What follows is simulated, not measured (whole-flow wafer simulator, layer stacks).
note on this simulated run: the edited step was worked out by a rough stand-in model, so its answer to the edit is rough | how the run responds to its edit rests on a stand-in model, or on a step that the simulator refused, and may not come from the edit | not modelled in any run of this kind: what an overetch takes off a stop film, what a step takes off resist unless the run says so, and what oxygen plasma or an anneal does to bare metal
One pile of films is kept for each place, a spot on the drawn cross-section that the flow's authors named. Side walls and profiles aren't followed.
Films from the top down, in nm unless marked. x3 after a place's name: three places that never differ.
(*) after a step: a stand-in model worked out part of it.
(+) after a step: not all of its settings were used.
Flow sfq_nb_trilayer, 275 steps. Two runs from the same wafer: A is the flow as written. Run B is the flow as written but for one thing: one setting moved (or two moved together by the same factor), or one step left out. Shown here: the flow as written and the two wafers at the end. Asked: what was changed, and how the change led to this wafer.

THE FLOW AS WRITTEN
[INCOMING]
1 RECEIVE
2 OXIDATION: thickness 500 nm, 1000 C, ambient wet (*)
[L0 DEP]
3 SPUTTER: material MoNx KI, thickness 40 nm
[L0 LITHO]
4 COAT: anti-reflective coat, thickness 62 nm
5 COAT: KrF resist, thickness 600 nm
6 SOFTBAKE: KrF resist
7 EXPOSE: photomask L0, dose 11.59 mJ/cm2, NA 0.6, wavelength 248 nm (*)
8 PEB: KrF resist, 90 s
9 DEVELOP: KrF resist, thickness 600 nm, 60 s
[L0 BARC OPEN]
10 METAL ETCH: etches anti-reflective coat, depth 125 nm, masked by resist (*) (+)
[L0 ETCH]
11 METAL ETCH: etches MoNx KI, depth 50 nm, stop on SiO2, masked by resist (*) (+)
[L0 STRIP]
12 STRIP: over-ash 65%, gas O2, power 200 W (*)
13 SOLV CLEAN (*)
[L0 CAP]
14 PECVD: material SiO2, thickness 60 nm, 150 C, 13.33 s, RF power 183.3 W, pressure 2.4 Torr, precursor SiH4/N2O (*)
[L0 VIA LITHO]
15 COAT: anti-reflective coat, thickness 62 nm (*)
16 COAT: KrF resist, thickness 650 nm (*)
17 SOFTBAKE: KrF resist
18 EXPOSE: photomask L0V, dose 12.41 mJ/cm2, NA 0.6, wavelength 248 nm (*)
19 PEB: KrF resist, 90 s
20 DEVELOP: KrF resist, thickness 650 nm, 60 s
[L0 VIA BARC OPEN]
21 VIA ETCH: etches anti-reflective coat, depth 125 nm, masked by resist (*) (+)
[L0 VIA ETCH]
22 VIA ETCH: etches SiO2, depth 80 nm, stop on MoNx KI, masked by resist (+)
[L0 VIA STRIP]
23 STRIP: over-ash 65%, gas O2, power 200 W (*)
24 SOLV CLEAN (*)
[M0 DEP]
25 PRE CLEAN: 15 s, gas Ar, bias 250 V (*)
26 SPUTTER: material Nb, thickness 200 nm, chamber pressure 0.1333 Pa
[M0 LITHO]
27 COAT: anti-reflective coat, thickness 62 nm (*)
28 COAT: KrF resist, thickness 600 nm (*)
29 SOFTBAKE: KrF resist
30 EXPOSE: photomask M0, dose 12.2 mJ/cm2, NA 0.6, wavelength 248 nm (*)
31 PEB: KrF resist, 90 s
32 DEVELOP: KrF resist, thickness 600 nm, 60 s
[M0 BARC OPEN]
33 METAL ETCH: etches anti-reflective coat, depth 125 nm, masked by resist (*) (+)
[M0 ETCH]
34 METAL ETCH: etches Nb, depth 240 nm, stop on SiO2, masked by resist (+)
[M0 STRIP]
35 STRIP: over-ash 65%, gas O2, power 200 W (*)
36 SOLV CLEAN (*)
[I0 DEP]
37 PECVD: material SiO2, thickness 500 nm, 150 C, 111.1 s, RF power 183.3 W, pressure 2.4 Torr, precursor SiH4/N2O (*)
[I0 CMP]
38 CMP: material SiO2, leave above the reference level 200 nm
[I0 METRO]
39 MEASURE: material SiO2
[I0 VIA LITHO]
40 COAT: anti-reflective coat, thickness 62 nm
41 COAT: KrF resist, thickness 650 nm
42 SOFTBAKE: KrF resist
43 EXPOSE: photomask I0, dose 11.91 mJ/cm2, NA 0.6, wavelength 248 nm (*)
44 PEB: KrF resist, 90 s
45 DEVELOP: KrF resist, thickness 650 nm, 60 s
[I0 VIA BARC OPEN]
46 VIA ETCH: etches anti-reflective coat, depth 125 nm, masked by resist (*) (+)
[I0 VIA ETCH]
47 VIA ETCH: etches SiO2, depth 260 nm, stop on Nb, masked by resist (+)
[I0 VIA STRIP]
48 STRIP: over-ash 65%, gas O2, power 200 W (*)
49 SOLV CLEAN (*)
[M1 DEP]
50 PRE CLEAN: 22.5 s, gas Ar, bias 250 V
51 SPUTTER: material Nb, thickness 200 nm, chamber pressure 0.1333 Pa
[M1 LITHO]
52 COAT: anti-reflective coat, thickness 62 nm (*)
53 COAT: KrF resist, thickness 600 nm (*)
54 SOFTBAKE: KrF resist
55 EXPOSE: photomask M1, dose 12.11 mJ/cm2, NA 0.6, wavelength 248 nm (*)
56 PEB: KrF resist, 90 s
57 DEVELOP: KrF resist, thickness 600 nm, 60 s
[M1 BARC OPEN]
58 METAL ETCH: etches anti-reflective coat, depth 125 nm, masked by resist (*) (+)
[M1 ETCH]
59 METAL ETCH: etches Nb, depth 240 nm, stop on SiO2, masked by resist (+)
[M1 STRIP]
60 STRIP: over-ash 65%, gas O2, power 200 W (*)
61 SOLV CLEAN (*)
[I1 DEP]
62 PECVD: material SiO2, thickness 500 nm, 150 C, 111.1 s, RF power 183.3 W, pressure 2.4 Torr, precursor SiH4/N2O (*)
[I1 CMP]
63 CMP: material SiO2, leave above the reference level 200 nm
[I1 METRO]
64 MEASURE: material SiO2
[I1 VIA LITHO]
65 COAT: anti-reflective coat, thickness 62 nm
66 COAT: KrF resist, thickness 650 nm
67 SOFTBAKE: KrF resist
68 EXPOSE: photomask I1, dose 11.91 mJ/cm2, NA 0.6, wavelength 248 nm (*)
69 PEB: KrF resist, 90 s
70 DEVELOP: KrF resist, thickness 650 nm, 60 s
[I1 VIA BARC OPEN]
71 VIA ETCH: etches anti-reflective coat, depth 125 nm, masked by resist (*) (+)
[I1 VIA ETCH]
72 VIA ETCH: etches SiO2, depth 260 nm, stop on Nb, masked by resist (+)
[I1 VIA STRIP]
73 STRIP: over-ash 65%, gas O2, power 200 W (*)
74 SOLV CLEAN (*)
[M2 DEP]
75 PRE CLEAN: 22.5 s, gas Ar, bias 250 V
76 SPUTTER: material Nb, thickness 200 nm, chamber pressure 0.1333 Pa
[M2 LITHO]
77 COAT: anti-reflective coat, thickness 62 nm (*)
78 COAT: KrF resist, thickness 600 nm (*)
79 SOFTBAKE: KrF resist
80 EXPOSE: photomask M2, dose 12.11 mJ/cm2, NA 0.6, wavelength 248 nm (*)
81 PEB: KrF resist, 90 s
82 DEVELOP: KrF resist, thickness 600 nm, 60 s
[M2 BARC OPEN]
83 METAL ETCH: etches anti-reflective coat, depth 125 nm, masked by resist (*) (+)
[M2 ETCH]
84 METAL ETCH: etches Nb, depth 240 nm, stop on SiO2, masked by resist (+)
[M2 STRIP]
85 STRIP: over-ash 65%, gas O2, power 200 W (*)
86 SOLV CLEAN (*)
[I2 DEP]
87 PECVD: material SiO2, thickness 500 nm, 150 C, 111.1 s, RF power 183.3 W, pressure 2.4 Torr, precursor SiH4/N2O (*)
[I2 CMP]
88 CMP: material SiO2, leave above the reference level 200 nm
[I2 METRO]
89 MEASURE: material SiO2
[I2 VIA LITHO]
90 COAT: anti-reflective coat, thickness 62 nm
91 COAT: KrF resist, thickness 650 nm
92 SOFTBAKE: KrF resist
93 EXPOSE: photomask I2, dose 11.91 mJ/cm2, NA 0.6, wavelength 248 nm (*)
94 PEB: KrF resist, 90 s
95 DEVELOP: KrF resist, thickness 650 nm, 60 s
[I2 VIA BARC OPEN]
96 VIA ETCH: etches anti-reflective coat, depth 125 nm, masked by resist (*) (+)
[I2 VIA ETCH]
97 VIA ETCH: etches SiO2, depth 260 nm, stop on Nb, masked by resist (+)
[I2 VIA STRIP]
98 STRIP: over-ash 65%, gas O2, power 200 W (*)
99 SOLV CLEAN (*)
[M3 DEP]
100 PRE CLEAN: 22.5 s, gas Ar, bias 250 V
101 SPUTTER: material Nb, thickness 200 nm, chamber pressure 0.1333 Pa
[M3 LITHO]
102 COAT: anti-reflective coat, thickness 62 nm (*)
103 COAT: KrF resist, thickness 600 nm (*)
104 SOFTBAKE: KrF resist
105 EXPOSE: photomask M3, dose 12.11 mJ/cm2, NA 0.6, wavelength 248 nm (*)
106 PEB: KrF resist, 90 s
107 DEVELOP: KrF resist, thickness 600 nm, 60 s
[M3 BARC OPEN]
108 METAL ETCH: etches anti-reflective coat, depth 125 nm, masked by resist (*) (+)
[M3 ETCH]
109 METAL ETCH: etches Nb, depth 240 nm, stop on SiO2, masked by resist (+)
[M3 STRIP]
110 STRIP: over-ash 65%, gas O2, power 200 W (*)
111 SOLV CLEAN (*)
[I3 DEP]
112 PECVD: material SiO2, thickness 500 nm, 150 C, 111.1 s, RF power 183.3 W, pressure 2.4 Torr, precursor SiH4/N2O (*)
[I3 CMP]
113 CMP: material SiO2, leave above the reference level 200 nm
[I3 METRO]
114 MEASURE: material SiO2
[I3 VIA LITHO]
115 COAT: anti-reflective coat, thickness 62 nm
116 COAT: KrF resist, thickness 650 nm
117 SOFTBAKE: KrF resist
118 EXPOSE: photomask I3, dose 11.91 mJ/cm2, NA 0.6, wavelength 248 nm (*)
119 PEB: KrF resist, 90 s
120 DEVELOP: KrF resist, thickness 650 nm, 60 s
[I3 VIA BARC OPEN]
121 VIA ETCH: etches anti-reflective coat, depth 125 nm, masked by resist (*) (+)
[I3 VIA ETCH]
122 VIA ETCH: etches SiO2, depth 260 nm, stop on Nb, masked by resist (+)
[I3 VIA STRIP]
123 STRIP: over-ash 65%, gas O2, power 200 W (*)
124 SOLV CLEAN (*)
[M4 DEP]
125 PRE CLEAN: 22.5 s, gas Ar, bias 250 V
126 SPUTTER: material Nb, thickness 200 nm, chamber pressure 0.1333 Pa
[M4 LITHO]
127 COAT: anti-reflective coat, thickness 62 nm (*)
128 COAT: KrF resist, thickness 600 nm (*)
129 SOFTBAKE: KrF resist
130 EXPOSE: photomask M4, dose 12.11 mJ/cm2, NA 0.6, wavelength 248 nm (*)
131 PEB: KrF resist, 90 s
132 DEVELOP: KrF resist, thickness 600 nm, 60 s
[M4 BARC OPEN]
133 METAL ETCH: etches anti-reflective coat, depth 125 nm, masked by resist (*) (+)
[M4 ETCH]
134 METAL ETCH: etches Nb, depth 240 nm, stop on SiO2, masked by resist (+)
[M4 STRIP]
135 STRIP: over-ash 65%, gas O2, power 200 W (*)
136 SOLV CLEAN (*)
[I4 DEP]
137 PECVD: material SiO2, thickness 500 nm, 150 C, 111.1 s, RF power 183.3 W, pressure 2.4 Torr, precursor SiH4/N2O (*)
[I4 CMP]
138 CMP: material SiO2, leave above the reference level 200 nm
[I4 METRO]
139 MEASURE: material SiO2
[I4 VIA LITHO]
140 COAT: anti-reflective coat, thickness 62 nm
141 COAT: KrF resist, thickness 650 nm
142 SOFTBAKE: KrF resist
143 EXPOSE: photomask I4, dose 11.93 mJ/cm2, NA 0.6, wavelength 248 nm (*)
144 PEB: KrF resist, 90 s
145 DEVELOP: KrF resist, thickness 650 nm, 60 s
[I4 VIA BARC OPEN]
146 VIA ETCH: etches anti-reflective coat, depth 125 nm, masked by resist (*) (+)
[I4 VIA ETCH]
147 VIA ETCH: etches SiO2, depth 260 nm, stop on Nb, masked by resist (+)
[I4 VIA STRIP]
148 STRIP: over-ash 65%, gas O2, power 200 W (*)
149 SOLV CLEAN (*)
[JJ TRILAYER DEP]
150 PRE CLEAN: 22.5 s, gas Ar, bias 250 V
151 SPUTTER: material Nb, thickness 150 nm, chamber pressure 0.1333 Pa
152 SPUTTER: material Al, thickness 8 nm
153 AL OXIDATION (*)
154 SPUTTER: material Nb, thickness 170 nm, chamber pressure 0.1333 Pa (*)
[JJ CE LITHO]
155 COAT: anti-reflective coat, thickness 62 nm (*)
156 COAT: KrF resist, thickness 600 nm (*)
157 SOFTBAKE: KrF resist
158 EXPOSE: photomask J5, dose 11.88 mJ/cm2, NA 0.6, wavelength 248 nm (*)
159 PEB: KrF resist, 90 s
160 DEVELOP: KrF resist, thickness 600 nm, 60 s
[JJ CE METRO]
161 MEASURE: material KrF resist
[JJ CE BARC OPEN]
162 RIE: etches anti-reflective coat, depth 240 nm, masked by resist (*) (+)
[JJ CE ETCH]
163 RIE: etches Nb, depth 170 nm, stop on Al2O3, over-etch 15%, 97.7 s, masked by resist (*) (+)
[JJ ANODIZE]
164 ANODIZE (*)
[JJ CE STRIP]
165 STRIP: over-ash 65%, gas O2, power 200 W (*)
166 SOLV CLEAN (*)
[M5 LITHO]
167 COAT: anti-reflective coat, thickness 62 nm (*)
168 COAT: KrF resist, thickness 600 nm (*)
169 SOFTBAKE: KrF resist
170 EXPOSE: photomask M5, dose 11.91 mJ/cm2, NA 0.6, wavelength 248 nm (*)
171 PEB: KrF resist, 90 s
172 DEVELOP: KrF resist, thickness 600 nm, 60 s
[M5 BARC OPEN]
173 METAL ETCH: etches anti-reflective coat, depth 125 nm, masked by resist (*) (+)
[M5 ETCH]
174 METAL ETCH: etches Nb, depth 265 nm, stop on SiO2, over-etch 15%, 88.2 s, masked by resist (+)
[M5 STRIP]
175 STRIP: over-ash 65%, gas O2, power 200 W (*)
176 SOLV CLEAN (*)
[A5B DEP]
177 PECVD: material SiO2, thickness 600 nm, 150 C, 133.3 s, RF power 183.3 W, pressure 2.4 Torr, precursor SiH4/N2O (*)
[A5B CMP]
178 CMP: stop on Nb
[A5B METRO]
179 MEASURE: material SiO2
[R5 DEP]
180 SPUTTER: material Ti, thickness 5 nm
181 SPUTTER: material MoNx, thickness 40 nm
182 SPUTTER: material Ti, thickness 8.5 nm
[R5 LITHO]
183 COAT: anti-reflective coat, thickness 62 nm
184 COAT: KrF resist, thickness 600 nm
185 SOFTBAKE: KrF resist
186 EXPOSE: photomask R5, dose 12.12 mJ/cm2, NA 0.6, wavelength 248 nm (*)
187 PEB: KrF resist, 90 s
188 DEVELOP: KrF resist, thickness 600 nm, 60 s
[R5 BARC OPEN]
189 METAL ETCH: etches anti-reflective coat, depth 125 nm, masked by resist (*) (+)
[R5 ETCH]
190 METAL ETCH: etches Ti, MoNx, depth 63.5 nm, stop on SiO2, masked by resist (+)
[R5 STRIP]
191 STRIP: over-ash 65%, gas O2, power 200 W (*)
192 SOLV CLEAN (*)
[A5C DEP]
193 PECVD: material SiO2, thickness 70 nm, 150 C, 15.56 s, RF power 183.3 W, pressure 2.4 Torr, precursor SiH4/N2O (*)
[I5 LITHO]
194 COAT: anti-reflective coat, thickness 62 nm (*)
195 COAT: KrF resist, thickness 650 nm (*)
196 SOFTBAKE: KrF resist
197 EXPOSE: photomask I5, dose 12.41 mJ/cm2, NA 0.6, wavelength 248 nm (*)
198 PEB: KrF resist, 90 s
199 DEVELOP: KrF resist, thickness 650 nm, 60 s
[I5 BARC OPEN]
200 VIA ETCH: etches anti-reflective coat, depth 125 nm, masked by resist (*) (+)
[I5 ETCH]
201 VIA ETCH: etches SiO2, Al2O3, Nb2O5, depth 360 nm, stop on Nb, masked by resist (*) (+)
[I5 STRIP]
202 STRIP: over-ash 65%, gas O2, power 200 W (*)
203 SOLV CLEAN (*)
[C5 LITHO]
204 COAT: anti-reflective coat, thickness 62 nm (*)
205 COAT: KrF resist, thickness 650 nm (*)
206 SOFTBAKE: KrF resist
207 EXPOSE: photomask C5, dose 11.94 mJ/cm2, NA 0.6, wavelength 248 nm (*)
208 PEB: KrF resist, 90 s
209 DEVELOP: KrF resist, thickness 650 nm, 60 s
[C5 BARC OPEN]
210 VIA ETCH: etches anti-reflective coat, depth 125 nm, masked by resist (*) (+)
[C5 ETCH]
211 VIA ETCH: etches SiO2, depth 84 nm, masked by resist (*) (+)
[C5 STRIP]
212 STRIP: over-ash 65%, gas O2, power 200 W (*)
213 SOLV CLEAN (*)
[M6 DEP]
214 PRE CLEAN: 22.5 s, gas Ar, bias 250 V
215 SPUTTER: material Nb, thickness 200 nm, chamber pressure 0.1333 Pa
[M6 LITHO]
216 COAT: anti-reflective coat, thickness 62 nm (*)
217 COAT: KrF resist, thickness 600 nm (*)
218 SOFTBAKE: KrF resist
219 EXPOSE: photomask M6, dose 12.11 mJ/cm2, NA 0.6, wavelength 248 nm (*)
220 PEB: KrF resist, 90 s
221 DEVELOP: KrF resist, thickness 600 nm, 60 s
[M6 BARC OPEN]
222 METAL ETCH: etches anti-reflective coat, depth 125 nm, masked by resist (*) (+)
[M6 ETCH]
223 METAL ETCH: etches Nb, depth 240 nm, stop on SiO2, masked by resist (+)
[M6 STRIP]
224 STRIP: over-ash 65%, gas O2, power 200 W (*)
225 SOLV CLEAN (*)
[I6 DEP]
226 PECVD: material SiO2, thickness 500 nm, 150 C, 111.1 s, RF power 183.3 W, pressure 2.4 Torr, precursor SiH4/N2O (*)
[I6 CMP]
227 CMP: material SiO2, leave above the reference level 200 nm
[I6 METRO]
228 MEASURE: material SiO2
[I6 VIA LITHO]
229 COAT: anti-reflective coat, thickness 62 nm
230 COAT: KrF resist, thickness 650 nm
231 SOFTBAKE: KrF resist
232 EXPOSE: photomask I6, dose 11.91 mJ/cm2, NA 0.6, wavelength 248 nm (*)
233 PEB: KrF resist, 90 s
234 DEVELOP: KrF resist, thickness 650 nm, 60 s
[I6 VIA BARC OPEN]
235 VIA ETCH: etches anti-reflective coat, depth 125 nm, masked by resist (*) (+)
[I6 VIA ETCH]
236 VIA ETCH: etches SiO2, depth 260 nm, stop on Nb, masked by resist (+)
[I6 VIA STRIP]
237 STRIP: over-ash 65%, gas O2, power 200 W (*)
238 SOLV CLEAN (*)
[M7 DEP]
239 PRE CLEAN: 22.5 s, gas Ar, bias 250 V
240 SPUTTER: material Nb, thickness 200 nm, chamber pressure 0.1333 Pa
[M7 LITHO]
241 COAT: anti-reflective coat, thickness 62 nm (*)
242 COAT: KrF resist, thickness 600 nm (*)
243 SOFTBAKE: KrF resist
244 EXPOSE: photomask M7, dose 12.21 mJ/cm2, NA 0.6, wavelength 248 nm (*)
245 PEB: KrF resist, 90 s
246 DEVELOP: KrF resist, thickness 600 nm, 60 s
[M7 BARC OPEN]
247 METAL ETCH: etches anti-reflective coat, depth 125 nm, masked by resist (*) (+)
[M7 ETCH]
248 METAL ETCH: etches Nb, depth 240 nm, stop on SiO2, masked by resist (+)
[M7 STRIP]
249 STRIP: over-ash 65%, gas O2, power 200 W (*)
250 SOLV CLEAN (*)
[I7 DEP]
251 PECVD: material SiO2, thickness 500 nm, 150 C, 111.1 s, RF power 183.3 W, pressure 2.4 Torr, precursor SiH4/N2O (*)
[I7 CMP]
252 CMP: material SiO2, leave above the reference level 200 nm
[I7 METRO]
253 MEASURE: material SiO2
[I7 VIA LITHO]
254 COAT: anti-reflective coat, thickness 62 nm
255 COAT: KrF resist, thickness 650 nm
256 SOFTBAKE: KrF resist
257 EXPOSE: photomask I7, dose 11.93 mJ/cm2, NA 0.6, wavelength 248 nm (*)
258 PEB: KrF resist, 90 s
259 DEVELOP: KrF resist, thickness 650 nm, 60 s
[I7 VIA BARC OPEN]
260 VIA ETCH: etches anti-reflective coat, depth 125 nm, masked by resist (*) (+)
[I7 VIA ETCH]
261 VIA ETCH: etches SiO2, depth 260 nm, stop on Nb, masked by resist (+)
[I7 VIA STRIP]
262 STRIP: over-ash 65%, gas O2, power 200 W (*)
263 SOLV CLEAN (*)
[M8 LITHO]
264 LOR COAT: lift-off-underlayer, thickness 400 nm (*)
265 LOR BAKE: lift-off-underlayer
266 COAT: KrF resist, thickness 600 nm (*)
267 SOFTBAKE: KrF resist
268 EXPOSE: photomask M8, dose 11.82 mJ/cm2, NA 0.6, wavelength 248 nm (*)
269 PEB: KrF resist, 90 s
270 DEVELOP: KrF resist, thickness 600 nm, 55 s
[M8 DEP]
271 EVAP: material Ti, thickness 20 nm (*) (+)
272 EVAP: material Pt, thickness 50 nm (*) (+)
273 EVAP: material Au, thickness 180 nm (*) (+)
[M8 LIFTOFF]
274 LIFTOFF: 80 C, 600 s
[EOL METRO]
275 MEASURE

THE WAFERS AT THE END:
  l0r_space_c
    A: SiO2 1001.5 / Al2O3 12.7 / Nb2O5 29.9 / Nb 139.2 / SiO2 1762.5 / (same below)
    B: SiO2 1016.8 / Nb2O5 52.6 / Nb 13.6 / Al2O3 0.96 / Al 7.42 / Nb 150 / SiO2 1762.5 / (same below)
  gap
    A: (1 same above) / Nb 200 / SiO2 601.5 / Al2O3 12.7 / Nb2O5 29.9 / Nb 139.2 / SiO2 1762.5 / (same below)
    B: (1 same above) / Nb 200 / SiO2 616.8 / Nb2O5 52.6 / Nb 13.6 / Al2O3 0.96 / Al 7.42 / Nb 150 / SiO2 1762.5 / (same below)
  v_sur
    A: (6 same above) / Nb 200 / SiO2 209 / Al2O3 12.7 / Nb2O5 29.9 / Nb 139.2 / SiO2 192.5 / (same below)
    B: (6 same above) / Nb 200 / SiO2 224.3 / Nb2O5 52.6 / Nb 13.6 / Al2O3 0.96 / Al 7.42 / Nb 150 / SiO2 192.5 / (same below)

The cause: step 154, SPUTTER: thickness 228 nm was run, where the flow has thickness 170 nm.

How the change led to this, step by step:
  154 SPUTTER: material Nb, thickness 170 nm, chamber pressure 0.1333 Pa (*)
      field_l, v_sur, via_sp and 100 more: A Nb +170 (new film) | B Nb +228 (new film)
      via_wl, via_wr: A Nb +140.7 (new film) | B Nb +189.2 (new film)
      (and at 1 more place)
  155 COAT: anti-reflective coat, thickness 62 nm (*)
      via_wl, via_wr: A anti-reflective coat +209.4 (new film) | B anti-reflective coat +226.5 (new film)
      via_w: A anti-reflective coat +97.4 (new film) | B anti-reflective coat +103 (new film)
  162 RIE: etches anti-reflective coat, depth 240 nm, masked by resist (*) (+)
      ce_l, c5j, ce_r, wl_jj: A KrF resist -209.4 | B KrF resist -226.5
      via_wl, via_wr: A anti-reflective coat -209.4 (all of it) | B anti-reflective coat -226.5 (all of it)
      (and at 1 more place)
  163 RIE: etches Nb, depth 170 nm, stop on Al2O3, over-etch 15%, 97.7 s, masked by resist (*) (+)
      field_l, v_sur, via_sp and 96 more: A Nb -170 (all of it), Al2O3 -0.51 | B Nb -195.5
      via_wl, via_wr: A Nb -140.7 (all of it), Al2O3 -0.96 (all of it) | B Nb -189.2 (all of it), Al2O3 -0.13
      (and at 1 more place)
  164 ANODIZE (*)
      field_l, v_sur, via_sp and 96 more: A Al2O3 +12.2, Nb2O5 +29.9 (new film), Al -7.42 (all of it), Nb -10.8 | B Nb2O5 +52.6 (new film), Nb -18.9
      via_wl, via_wr: A Al2O3 +7.52 (new film), Nb2O5 +39.2 (new film), Al -4.56 (all of it), Nb -14.1 | B Al2O3 +7.52, Nb2O5 +37.7 (new film), Al -4.56 (all of it), Nb -13.6
      (and at 1 more place)
  165 STRIP: over-ash 65%, gas O2, power 200 W (*)
      ce_l: A KrF resist -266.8 (all of it), anti-reflective coat -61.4 (all of it) | B KrF resist -249.7 (all of it), anti-reflective coat -61.4 (all of it)
      c5j: A KrF resist -266.9 (all of it), anti-reflective coat -61.5 (all of it) | B KrF resist -249.7 (all of it), anti-reflective coat -61.5 (all of it)
      (and at 2 more places)
  167 COAT: anti-reflective coat, thickness 62 nm (*)
      wl_j_sl, wl_j_sr: A anti-reflective coat +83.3 (new film) | B anti-reflective coat +85.4 (new film)
      via_wl: A anti-reflective coat +170.5 (new film) | B anti-reflective coat +212 (new film)
      (and at 7 more places)
  168 COAT: KrF resist, thickness 600 nm (*)
      via_w: A KrF resist +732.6 (new film) | B KrF resist +757.5 (new film)
  174 METAL ETCH: etches Nb, depth 265 nm, stop on SiO2, over-etch 15%, 88.2 s, masked by resist (+)
      field_l, r_sur, res and 50 more: A Al2O3 -12.6 (all of it), Nb2O5 -29.9 (all of it), Nb -139.2 (all of it), SiO2 -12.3 | B Nb2O5 -52.6 (all of it), Nb -13.6 (all of it), Al2O3 -0.96 (all of it), Al -7.42 (all of it), Nb -150 (all of it)
  175 STRIP: over-ash 65%, gas O2, power 200 W (*)
      via_wl: A KrF resist -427 (all of it), anti-reflective coat -170.5 (all of it) | B KrF resist -421.1 (all of it), anti-reflective coat -212 (all of it)
      via_w: A KrF resist -503.5 (all of it), anti-reflective coat -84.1 (all of it) | B KrF resist -528.3 (all of it), anti-reflective coat -92.8 (all of it)
      (and at 8 more places)
  178 CMP: stop on Nb
      v_sur, via_sp, via_v and 43 more: A SiO2 -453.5 | B SiO2 -438.2
      field_l, p4_fl, p4_fm and 39 more: A SiO2 -259.3 | B SiO2 -213.6
      (and at 14 more places)
  201 VIA ETCH: etches SiO2, Al2O3, Nb2O5, depth 360 nm, stop on Nb, masked by resist (*) (+)
      be: A SiO2 -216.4 (all of it), Al2O3 -12.7 (all of it), Nb2O5 -29.9 (all of it) | B SiO2 -231.6 (all of it), Nb2O5 -52.6 (all of it)
  204 COAT: anti-reflective coat, thickness 62 nm (*)
      be: A anti-reflective coat +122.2 (new film) | B anti-reflective coat +125.9 (new film)
  205 COAT: KrF resist, thickness 650 nm (*)
      be: A KrF resist +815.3 (new film) | B KrF resist +833.4 (new film)
  212 STRIP: over-ash 65%, gas O2, power 200 W (*)
      be: A KrF resist -728.2 (all of it), anti-reflective coat -122.2 (all of it) | B KrF resist -746.2 (all of it), anti-reflective coat -125.9 (all of it)
  215 SPUTTER: material Nb, thickness 200 nm, chamber pressure 0.1333 Pa
      be: A Nb +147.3 | B Nb +141.7
  ... 3 more steps ...
  226 PECVD: material SiO2, thickness 500 nm, 150 C, 111.1 s, RF power 183.3 W, pressure 2.4 Torr, precursor SiH4/N2O (*)
      be: A SiO2 +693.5 (new film) | B SiO2 +724.4 (new film)
Counting metal films that touch as one body, l0r_space_c has 3 bodies (between them, from the top down: Al2O3 0.96; SiO2 1762.5); the flow as written gives 2 bodies (between them, from the top down: SiO2 1762.5).
Counting metal films that touch as one body, gap has 4 bodies (between them, from the top down: SiO2 616.8 / Nb2O5 52.6; Al2O3 0.96; SiO2 1762.5); the flow as written gives 3 bodies (between them, from the top down: SiO2 601.5 / Al2O3 12.7 / Nb2O5 29.9; SiO2 1762.5).
Counting metal films that touch as one body, v_sur has 10 bodies (between them, from the top down: SiO2 200; SiO2 192.5; SiO2 224.3 / Nb2O5 52.6; Al2O3 0.96; SiO2 192.5; SiO2 192.5; SiO2 192.5; SiO2 192.5; SiO2 192.5); the flow as written gives 9 bodies (between them, from the top down: SiO2 200; SiO2 192.5; SiO2 209 / Al2O3 12.7 / Nb2O5 29.9; SiO2 192.5; SiO2 192.5; SiO2 192.5; SiO2 192.5; SiO2 192.5).
